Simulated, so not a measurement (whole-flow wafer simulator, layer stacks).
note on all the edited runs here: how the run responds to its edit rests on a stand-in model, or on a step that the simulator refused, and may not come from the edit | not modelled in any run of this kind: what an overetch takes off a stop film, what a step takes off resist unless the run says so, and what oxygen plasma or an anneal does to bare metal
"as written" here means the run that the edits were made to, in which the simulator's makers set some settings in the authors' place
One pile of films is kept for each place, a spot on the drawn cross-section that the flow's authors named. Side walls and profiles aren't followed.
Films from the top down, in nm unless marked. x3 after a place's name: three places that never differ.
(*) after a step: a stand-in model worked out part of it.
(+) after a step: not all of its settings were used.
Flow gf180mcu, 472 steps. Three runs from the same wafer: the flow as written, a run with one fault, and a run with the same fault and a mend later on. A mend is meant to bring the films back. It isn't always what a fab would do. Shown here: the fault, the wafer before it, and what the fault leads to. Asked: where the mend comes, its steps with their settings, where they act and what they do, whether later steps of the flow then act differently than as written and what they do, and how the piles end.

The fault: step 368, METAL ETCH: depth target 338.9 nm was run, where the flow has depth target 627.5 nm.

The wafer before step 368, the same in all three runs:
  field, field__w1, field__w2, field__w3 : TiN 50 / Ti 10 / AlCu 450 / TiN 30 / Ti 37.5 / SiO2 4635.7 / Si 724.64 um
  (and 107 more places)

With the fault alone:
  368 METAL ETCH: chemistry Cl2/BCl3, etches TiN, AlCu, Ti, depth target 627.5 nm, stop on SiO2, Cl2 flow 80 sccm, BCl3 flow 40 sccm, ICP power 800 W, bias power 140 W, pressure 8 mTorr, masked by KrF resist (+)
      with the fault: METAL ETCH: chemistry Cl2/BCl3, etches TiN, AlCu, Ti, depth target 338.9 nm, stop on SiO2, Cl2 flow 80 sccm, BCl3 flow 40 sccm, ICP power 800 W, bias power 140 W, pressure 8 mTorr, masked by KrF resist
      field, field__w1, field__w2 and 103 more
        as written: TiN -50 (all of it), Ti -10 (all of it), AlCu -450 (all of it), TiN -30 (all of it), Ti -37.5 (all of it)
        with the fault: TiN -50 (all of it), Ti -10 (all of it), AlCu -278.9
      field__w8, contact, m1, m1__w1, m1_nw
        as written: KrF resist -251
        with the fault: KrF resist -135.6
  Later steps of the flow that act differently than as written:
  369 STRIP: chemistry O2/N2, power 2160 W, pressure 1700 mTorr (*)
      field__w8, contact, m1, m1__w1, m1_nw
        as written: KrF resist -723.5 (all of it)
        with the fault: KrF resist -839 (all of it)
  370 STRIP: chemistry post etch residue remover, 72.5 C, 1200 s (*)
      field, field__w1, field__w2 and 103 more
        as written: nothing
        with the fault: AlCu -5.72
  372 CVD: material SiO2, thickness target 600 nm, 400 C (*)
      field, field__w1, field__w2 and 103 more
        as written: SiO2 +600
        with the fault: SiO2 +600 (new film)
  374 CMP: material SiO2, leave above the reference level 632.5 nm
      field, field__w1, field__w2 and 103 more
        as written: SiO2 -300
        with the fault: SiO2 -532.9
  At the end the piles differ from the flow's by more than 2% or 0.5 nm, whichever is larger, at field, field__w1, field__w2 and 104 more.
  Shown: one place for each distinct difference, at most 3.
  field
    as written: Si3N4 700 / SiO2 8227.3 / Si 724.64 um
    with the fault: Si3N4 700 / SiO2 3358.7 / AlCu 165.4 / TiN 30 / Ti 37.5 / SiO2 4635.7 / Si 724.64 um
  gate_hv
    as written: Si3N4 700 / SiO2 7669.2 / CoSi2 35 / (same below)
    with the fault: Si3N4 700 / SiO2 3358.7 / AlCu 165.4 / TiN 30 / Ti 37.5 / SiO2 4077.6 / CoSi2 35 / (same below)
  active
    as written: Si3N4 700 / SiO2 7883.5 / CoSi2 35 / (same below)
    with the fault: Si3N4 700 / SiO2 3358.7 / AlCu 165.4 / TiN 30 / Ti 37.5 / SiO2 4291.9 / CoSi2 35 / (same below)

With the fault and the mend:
  The mend comes after step 370.
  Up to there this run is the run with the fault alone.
  370a DEHYDRATE: 200 C, 60 s (the flow's step 361 once more)
      changes no film at any place that is followed
  370b HMDS: 120 C, 60 s (the flow's step 362 once more)
      changes no film at any place that is followed
  370c COAT: KrF resist, thickness 1000 nm (*) (the flow's step 363 once more)
      iso_ptap_pw, iso_ntap_nw, iso_nw_fld and 33 more
        KrF resist +1000 (new film)
      field__w5, field__w9, field_sub__w4 and 12 more
        KrF resist +1002.2 (new film)
      field_sub, field_sub__w1, field_sub__w3 and 10 more
        KrF resist +1002.3 (new film)
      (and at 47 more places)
  370d SOFTBAKE: KrF resist (the flow's step 364 once more)
      changes no film at any place that is followed
  370e EXPOSE: photomask Metal4 (the flow's step 365 once more)
      changes no film at any place that is followed
  370f PEB: KrF resist, 135 C, 90 s (the flow's step 366 once more)
      field__w1, field__w2, field__w3 and 58 more
        KrF resist -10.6
      iso_ptap_pw, iso_ntap_nw, iso_nw_fld and 33 more
        KrF resist -10.5
      sd_p, gate_p, nw_sep_fld, polyc_n
        KrF resist -10.7
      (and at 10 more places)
  370g DEVELOP: thickness 1000 nm, 60 s (the flow's step 367 once more)
      iso_ptap_pw, iso_ntap_nw, iso_nw_fld and 33 more
        KrF resist -989.5 (all of it)
      field__w10, field_sub__w2, field_sub__w4 and 12 more
        KrF resist -991.6 (all of it)
      field__w5, field__w9, field_sub and 7 more
        KrF resist -991.7 (all of it)
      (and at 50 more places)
  370h METAL ETCH: chemistry Cl2/BCl3, etches TiN, AlCu, Ti, depth target 288.6 nm, stop on SiO2, Cl2 flow 80 sccm, BCl3 flow 40 sccm, ICP power 800 W, bias power 140 W, pressure 8 mTorr, masked by KrF resist (+) (the flow's step 368 once more, with other settings)
      field, field__w1, field__w2 and 103 more
        AlCu -165.4 (all of it), TiN -30 (all of it), Ti -37.5 (all of it)
      field__w8, contact, m1, m1__w1, m1_nw
        KrF resist -115.4
  370i STRIP: chemistry O2/N2, power 2160 W, pressure 1700 mTorr (*) (the flow's step 369 once more)
      field__w8, m1
        KrF resist -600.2 (all of it)
      contact
        KrF resist -598.3 (all of it)
      m1__w1
        KrF resist -609 (all of it)
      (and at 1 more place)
  370j STRIP: chemistry post etch residue remover, 72.5 C, 1200 s (*) (the flow's step 370 once more)
      field__w8, contact, m1, m1__w1, m1_nw
        TiN -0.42
  No later step of the flow acts differently than as written, at any place that is followed, by more than 2% or 0.5 nm, whichever is larger.
  At the end the piles differ from the flow's only slightly at the places that both follow, by at most 2% or 0.5 nm, whichever is larger.
